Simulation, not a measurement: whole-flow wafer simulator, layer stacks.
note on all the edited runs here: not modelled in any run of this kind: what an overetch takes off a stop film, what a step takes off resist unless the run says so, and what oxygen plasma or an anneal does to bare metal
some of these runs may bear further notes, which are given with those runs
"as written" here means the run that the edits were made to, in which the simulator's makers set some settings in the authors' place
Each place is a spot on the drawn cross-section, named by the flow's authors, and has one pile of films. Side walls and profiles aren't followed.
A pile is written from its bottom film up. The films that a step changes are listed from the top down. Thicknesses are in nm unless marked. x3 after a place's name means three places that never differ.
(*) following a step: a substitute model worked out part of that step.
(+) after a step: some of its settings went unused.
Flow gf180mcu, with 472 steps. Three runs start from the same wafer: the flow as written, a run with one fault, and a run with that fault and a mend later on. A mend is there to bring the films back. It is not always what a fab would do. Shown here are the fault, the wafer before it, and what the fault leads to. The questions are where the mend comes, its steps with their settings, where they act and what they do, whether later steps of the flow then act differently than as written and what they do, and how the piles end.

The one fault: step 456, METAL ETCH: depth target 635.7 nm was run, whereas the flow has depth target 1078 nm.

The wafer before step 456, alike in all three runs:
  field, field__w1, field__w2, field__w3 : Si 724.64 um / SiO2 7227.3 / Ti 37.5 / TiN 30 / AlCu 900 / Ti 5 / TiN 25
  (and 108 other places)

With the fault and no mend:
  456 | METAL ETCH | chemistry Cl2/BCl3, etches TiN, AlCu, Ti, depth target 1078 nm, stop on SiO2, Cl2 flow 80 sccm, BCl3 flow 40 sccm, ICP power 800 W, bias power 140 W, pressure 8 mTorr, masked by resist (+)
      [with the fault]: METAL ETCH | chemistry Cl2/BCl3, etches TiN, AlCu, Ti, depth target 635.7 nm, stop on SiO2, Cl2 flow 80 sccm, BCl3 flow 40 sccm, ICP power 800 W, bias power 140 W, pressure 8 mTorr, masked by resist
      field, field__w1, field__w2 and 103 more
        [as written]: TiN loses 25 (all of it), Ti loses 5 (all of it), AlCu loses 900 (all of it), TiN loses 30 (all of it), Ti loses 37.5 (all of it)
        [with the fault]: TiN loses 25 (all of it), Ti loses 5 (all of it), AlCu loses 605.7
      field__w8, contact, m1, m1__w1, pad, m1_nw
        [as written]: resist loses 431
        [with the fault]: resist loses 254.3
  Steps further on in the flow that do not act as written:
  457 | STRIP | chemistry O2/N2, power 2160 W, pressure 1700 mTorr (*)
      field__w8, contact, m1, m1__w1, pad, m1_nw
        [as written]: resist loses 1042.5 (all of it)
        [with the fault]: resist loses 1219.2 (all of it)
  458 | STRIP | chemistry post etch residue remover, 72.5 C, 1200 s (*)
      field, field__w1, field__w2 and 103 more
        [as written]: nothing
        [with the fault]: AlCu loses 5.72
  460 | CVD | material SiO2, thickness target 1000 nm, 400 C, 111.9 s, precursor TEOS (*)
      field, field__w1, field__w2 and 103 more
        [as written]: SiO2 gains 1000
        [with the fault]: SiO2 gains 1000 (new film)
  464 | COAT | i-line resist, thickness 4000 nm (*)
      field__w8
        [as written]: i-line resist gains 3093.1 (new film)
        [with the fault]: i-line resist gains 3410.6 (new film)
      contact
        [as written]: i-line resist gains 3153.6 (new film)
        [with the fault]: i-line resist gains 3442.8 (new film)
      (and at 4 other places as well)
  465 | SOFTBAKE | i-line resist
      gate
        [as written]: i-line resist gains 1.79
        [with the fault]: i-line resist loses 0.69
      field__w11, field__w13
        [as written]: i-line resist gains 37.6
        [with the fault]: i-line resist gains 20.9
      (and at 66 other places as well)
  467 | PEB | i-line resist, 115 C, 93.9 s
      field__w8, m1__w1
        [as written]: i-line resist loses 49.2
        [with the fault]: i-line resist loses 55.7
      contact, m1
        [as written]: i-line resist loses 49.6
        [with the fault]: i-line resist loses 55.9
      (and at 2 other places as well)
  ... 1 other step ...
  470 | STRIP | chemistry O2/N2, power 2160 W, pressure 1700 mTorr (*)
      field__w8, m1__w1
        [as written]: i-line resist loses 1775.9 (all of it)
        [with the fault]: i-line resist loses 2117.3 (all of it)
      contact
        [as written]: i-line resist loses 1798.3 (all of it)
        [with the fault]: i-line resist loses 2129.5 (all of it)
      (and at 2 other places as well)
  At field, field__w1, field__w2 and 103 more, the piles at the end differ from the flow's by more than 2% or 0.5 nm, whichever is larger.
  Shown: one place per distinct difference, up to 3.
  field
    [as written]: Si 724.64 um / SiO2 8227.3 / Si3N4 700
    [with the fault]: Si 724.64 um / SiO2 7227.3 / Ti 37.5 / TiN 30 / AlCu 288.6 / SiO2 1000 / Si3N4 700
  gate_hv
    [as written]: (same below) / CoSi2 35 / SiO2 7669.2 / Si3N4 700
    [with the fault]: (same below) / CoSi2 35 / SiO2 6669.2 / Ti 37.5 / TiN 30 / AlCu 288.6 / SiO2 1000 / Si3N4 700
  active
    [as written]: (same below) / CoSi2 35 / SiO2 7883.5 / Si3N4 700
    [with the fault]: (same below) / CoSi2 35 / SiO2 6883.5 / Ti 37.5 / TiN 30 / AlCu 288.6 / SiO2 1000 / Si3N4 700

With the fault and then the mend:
  The mend follows step 456.
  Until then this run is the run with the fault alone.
  456a | METAL ETCH | chemistry Cl2/BCl3, etches TiN, AlCu, Ti, depth target 441.8 nm, stop on SiO2, Cl2 flow 80 sccm, BCl3 flow 40 sccm, ICP power 800 W, bias power 140 W, pressure 8 mTorr, masked by resist (+) (the flow's step 456, run once more with other settings)
      field, field__w1, field__w2 and 103 more
        AlCu loses 294.3 (all of it), TiN loses 30 (all of it), Ti loses 37.5 (all of it)
      field__w8, contact, m1, m1__w1, pad, m1_nw
        resist loses 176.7
  Every later step of the flow that is run acts as written at every place that is followed.
  At every place that both follow, the piles at the end match the flow's.
